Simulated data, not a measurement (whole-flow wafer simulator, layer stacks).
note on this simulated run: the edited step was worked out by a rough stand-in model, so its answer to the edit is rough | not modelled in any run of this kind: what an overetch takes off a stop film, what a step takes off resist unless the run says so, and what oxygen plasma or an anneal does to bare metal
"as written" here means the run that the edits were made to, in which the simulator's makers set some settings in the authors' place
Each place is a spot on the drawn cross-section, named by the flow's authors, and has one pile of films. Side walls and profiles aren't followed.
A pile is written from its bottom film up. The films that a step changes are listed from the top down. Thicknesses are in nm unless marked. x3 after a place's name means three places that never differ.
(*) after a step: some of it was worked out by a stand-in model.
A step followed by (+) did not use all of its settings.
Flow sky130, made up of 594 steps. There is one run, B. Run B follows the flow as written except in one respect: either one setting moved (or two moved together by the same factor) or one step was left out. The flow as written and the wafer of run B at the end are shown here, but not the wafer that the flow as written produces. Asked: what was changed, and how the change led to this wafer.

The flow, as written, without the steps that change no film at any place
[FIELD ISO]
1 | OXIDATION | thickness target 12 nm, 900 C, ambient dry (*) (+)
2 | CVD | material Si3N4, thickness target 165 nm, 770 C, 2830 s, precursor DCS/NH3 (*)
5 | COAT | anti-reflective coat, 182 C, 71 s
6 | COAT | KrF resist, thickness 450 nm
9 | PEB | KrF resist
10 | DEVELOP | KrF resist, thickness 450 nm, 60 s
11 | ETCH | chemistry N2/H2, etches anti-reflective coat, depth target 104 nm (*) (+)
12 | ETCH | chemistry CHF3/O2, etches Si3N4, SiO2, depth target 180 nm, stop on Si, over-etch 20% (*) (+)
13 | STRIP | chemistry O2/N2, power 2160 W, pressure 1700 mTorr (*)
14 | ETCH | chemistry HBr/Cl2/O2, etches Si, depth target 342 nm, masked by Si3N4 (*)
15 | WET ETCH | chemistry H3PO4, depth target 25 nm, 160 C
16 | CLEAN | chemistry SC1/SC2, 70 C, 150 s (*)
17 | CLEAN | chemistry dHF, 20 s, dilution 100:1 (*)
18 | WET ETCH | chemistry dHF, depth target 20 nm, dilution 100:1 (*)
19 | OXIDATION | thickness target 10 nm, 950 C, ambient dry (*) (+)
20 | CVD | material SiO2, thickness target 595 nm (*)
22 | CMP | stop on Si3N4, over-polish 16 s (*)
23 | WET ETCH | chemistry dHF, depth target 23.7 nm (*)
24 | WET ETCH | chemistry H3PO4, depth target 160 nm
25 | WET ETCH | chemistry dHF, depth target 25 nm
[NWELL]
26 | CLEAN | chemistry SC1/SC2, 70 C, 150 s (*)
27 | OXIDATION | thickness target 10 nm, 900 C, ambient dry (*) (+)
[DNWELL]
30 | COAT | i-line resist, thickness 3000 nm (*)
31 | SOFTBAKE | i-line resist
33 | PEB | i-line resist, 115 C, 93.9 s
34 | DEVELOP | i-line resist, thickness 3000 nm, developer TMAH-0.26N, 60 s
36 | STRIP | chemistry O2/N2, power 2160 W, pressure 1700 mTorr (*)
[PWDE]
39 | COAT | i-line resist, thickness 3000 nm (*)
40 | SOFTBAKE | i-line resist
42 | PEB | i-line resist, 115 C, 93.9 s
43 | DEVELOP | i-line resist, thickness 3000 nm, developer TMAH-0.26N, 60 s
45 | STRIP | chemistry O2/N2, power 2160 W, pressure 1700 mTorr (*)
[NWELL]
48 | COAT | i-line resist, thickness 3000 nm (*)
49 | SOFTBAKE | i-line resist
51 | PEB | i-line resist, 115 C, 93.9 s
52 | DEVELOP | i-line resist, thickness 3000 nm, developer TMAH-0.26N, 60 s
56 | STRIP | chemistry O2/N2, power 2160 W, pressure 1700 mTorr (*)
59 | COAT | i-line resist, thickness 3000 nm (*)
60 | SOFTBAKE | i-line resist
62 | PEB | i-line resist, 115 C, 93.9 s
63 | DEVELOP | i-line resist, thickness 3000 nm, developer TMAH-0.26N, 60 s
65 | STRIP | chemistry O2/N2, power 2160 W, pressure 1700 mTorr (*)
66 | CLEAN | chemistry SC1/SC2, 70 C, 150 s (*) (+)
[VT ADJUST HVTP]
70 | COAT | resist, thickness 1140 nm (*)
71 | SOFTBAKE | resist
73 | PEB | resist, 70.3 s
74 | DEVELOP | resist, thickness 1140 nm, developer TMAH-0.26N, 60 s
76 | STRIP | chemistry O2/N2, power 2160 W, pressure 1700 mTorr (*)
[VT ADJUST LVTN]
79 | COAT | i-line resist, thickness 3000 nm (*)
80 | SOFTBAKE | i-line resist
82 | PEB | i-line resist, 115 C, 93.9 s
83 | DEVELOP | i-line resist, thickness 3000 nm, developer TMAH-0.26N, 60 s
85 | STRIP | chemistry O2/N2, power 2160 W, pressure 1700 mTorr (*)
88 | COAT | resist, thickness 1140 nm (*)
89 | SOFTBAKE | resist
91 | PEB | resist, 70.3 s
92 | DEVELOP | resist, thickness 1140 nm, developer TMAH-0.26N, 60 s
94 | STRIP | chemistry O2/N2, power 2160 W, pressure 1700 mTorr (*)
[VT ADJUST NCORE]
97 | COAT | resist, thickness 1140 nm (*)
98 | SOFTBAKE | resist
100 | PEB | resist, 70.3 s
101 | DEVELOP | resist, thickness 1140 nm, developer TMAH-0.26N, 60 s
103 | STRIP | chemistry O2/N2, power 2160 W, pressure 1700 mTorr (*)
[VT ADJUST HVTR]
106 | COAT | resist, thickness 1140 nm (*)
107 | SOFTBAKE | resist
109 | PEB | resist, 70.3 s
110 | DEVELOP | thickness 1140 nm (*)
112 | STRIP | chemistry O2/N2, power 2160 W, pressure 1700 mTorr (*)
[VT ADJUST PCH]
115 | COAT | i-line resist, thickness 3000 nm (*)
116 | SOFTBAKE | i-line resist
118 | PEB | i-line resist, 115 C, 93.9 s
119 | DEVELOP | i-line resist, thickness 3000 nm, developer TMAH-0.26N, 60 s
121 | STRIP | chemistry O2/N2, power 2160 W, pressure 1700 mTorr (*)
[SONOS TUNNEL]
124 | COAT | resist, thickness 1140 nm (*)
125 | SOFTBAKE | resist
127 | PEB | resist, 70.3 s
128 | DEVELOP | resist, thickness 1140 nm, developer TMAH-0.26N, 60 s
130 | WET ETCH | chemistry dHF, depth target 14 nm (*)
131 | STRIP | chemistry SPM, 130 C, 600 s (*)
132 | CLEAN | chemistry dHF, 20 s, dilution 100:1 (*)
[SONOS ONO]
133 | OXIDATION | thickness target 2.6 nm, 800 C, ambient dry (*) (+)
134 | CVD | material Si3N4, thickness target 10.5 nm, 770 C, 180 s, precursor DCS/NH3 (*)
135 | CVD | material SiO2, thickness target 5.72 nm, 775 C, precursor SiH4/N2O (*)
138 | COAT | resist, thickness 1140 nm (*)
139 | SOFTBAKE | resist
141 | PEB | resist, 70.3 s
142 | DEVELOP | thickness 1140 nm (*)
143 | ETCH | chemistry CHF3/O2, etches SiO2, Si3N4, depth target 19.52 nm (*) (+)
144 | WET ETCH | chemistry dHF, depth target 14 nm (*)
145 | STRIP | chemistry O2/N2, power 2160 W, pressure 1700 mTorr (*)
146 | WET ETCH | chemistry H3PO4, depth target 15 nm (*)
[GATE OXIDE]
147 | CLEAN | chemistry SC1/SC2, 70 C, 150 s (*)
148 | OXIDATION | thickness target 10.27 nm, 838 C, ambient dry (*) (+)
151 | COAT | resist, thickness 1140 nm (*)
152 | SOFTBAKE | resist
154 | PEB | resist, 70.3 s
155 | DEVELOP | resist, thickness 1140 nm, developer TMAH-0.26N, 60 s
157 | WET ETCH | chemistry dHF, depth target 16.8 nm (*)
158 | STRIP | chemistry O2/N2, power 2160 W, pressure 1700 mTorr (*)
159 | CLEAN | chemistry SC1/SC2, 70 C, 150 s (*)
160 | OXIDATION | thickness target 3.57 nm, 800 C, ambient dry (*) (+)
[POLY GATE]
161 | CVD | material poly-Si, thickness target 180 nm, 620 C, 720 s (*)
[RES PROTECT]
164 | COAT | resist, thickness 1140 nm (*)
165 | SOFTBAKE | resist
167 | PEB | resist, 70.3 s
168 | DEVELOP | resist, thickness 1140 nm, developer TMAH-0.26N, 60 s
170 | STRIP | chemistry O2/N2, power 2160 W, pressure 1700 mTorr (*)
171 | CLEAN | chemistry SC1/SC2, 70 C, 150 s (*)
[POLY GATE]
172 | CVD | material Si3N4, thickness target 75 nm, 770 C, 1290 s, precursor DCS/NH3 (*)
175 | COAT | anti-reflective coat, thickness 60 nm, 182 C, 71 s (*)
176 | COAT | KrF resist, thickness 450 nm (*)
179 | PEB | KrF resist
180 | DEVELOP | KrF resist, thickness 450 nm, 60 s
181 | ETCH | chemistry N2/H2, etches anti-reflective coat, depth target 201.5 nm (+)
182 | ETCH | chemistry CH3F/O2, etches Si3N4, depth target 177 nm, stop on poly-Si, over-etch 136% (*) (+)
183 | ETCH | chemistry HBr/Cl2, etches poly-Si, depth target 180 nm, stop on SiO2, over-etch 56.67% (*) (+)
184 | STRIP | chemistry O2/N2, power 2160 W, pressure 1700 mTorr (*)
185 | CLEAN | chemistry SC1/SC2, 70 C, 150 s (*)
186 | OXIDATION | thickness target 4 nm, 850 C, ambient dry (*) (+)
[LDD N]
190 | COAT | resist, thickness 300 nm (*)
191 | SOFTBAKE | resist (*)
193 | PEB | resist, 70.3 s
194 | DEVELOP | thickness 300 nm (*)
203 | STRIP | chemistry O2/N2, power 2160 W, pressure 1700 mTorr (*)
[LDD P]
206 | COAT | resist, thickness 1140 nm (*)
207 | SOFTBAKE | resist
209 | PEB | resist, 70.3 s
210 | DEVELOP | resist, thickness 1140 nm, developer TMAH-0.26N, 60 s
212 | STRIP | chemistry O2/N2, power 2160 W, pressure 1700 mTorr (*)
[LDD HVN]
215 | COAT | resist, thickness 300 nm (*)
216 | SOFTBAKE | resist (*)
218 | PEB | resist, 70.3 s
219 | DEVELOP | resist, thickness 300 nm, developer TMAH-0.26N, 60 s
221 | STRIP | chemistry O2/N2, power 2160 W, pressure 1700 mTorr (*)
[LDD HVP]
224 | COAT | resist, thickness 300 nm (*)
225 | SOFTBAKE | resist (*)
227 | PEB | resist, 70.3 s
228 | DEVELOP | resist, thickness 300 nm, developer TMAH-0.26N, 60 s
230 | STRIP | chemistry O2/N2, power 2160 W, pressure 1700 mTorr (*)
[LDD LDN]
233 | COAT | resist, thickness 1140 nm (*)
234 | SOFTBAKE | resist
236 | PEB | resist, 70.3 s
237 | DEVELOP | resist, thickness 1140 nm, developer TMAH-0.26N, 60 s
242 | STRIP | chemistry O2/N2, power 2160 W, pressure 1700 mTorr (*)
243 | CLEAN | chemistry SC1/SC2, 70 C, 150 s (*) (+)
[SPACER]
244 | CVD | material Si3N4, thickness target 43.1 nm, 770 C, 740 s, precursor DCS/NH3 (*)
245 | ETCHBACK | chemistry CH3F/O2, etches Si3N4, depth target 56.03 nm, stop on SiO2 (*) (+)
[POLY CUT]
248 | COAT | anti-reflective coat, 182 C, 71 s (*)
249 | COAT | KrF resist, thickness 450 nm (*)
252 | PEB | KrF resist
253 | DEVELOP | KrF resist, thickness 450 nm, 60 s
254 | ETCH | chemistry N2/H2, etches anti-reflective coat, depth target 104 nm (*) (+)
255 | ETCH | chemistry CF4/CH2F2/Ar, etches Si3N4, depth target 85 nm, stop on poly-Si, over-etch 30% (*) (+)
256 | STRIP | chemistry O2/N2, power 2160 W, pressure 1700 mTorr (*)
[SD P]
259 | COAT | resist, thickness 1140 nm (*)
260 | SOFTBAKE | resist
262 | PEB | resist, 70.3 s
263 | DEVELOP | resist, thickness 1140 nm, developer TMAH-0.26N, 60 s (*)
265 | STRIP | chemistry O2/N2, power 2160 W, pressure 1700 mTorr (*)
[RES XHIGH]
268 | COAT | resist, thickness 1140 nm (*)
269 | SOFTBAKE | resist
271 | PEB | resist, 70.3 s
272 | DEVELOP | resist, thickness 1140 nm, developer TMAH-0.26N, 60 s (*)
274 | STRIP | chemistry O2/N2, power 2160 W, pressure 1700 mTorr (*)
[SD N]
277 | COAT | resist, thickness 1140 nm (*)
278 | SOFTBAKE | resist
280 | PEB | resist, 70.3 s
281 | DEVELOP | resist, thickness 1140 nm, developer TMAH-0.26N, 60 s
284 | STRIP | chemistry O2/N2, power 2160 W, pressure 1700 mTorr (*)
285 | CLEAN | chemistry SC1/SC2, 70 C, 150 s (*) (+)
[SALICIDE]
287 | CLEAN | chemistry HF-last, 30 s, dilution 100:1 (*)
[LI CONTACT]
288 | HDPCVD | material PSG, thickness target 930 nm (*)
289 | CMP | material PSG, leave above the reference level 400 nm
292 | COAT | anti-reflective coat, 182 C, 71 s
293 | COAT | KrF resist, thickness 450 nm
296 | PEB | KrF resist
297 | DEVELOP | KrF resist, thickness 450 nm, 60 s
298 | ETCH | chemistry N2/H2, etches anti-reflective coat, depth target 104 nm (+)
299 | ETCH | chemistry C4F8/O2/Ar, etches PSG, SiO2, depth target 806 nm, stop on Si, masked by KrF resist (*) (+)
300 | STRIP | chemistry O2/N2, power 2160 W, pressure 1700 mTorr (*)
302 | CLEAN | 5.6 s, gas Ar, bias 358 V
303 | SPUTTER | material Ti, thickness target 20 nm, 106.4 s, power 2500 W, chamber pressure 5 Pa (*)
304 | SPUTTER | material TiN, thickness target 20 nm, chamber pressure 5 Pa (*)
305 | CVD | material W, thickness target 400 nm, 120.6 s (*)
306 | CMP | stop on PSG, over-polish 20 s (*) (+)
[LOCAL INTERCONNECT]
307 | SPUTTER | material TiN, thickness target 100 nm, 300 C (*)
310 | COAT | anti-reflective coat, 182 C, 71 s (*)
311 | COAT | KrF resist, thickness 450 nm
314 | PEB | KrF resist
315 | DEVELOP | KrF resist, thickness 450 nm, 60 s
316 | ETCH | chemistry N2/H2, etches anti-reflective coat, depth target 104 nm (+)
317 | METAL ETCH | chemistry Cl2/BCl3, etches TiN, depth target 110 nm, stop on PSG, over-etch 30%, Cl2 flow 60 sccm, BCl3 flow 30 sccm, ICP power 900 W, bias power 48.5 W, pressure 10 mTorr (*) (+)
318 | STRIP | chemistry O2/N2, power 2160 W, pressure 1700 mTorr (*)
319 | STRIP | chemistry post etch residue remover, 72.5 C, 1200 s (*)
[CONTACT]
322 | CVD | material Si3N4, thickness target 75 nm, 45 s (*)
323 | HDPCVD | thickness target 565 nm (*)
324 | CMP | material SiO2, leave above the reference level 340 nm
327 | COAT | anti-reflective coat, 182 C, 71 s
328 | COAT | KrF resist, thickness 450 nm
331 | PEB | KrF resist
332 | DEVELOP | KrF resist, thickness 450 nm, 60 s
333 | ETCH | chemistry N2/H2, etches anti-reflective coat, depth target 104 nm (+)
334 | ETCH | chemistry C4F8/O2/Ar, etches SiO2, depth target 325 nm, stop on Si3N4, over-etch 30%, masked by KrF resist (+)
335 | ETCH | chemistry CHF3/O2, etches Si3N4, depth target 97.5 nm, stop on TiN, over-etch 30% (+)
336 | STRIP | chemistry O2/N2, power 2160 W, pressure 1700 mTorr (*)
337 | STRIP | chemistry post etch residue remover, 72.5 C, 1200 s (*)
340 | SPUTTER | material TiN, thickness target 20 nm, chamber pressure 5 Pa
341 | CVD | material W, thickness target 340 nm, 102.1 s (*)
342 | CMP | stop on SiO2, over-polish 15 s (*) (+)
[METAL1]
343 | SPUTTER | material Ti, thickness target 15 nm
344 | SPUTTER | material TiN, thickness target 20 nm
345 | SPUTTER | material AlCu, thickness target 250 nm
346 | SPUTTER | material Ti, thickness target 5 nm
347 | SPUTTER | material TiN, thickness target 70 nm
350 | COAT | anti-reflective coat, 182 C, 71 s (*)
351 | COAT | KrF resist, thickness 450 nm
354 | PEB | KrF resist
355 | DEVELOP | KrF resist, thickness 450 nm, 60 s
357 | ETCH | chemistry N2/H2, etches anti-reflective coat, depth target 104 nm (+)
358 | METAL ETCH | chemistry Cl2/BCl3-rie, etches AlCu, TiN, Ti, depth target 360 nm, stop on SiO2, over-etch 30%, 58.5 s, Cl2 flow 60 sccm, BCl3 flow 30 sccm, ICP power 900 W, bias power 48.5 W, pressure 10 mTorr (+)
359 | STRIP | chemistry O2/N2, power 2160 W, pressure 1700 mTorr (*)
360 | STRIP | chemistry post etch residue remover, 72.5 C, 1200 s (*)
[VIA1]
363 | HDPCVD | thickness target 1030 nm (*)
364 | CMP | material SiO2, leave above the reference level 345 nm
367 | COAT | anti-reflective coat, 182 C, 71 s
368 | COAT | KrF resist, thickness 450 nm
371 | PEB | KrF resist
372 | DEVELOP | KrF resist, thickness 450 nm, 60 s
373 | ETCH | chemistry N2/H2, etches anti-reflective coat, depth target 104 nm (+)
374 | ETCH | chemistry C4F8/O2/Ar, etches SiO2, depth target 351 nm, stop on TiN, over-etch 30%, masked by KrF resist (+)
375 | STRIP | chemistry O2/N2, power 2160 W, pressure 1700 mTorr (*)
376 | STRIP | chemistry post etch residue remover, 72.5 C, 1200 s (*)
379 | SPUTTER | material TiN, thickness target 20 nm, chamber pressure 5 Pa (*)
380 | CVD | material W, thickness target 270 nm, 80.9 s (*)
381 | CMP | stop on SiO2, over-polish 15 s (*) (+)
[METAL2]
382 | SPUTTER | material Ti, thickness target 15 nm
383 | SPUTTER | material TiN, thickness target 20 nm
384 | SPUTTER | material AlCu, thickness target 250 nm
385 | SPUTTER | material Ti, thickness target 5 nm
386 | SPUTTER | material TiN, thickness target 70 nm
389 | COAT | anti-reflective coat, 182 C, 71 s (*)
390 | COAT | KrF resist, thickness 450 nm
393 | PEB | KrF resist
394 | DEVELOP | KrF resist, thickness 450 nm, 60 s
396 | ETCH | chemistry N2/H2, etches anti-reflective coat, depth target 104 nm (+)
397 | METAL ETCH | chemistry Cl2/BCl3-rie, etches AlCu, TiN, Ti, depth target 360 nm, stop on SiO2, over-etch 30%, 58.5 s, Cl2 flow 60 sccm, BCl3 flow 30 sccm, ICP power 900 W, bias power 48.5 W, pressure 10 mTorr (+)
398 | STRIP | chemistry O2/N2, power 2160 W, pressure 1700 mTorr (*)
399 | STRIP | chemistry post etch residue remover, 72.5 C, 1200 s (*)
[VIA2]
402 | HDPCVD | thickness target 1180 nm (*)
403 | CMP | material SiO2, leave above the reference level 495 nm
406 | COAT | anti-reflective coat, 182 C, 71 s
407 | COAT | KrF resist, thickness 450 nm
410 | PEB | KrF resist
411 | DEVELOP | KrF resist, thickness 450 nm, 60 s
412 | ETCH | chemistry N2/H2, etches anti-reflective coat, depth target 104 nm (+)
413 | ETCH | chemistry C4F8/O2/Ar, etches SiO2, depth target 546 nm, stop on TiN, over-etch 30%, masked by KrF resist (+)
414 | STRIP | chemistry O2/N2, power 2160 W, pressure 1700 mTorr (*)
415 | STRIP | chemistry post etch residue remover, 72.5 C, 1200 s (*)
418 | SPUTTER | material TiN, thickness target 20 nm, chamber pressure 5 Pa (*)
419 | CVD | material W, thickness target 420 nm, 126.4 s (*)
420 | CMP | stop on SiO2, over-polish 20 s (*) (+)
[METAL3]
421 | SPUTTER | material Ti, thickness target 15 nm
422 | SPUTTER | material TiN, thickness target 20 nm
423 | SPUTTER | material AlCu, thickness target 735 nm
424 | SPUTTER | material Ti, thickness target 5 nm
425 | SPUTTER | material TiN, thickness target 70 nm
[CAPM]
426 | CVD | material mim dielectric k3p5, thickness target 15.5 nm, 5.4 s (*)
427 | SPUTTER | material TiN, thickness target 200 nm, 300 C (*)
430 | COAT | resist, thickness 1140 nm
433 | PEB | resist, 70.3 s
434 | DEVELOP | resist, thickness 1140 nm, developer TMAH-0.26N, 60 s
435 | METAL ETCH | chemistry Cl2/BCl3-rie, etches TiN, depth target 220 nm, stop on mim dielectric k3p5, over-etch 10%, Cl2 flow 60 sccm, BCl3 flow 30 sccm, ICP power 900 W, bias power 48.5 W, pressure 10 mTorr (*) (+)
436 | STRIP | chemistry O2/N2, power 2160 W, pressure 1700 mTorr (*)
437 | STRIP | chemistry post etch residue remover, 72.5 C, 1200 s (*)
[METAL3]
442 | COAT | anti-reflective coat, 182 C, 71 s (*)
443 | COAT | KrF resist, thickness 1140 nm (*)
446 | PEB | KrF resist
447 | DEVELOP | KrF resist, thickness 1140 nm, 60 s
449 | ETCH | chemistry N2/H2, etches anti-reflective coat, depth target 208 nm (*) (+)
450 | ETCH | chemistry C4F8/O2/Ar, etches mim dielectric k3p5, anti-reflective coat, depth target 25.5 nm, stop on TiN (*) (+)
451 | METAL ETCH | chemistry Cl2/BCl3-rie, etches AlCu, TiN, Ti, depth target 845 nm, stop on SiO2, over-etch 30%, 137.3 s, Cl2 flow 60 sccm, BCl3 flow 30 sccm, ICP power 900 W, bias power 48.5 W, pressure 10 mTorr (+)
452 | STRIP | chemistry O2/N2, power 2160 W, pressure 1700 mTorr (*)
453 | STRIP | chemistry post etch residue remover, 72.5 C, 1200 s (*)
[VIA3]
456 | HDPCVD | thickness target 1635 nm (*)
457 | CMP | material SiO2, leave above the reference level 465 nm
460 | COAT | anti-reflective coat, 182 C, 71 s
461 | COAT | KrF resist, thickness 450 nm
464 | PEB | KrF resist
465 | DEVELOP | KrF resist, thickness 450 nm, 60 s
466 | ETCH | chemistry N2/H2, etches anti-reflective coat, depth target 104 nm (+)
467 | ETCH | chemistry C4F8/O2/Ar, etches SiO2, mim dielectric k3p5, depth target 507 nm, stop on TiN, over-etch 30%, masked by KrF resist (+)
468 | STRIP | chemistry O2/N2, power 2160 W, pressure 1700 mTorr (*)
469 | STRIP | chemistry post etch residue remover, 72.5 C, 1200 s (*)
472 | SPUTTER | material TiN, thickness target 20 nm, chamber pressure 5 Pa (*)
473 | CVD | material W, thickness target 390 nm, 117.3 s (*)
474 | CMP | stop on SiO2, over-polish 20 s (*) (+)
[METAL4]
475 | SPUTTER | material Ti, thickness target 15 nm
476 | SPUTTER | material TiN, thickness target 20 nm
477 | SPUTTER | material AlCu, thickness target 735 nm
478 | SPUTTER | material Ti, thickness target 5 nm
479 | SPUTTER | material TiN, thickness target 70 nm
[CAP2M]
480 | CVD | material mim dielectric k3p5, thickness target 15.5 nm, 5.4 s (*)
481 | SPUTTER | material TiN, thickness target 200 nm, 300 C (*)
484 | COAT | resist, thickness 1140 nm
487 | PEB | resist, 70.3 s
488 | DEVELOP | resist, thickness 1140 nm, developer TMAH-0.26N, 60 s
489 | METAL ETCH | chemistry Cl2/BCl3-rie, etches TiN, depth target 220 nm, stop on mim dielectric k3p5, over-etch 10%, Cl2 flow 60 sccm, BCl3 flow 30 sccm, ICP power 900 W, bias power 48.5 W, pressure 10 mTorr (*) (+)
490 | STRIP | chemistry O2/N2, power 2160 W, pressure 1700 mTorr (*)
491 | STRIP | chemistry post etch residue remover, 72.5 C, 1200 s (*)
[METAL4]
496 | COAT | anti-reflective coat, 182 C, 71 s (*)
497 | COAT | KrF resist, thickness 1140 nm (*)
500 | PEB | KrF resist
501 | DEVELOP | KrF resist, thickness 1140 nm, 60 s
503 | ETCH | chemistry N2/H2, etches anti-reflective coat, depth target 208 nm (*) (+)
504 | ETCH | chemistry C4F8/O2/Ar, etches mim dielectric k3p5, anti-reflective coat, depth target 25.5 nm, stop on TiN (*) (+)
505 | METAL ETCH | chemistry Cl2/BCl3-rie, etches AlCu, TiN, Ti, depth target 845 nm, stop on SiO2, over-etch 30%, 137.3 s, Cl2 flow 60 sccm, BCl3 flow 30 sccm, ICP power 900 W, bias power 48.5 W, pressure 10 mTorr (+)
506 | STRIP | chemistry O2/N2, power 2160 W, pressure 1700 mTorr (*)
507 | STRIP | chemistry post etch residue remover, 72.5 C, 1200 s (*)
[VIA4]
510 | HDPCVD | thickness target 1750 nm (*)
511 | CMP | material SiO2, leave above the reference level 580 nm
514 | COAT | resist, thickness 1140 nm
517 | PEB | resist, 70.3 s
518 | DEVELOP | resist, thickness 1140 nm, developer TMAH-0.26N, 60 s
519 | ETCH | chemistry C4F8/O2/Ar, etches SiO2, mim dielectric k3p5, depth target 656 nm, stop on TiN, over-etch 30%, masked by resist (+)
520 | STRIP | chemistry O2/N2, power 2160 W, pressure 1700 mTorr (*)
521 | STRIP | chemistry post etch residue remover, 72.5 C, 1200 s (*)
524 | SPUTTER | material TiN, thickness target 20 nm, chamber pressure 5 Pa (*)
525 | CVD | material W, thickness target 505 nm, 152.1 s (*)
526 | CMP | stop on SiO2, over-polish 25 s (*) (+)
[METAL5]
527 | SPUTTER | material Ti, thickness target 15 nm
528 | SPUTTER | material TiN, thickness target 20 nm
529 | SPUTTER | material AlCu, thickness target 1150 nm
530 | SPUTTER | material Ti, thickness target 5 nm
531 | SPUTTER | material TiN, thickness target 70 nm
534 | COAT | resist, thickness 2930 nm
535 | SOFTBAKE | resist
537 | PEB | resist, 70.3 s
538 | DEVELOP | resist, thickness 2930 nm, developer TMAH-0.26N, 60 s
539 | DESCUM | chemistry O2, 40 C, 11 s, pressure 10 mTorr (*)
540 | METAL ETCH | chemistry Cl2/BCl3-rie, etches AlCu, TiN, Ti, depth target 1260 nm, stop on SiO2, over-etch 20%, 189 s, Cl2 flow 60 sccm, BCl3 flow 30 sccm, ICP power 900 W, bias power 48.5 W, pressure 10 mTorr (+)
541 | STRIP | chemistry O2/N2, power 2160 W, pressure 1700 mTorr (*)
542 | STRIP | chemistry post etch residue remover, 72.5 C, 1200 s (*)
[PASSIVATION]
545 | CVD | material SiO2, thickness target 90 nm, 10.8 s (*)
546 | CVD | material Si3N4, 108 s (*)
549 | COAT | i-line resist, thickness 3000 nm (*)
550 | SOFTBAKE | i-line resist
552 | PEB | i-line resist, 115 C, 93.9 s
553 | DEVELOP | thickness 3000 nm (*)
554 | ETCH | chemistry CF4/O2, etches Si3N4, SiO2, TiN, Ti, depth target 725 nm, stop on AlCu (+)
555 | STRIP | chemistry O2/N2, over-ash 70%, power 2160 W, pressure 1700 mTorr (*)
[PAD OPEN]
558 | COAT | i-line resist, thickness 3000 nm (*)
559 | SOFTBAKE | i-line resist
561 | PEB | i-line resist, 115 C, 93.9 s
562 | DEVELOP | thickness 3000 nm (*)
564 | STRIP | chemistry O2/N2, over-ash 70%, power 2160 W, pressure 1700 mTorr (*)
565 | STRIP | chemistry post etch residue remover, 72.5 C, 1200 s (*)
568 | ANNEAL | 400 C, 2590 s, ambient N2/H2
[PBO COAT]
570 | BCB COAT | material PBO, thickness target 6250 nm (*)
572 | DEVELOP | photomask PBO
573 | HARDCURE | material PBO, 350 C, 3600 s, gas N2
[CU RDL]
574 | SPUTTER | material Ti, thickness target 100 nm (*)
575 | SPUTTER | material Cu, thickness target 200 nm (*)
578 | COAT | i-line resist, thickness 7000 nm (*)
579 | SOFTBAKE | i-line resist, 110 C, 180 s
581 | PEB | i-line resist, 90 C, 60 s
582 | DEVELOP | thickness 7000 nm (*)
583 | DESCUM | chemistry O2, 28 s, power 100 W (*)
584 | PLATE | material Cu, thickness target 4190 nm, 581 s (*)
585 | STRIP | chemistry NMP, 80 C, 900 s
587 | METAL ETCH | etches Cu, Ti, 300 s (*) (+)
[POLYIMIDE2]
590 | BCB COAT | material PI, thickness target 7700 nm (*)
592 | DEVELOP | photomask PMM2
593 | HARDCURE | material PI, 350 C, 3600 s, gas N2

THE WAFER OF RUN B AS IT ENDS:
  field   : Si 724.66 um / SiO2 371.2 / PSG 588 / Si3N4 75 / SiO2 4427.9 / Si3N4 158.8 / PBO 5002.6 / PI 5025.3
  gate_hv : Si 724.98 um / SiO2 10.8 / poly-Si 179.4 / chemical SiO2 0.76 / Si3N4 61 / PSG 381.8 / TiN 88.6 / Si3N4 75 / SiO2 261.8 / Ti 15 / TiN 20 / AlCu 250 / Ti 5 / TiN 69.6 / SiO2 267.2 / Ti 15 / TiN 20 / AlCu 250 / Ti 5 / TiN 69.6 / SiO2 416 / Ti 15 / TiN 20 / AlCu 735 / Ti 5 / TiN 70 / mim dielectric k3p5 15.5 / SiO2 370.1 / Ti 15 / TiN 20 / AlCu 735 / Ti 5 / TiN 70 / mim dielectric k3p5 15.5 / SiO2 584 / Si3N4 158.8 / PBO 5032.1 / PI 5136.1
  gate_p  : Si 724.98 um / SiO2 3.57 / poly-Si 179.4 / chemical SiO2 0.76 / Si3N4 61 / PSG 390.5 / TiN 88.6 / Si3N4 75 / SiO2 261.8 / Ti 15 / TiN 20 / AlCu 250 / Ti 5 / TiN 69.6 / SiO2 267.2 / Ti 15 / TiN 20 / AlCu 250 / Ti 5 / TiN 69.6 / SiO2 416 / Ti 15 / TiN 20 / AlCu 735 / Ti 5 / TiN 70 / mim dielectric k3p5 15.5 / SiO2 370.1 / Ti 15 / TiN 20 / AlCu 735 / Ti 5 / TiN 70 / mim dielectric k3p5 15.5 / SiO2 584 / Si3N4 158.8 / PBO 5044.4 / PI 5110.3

Cause: step 307, SPUTTER: thickness target 89 nm was run, whereas the flow has thickness target 100 nm.

The path from the change to this, step by step:
  307 | SPUTTER | material TiN, thickness target 100 nm, 300 C (*)
      field, active, n_well and 188 more: +89 TiN (new film) (as written it would have been: +100 TiN (new film))
  317 | METAL ETCH | chemistry Cl2/BCl3, etches TiN, depth target 110 nm, stop on PSG, over-etch 30%, Cl2 flow 60 sccm, BCl3 flow 30 sccm, ICP power 900 W, bias power 48.5 W, pressure 10 mTorr (*) (+)
      field, active, gate and 88 more: -87.7 TiN (all of it) (as written it would have been: -98.7 TiN (all of it))
  324 | CMP | material SiO2, leave above the reference level 340 nm
      field, active, gate and 88 more: -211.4 SiO2 (as written it would have been: -200.4 SiO2)
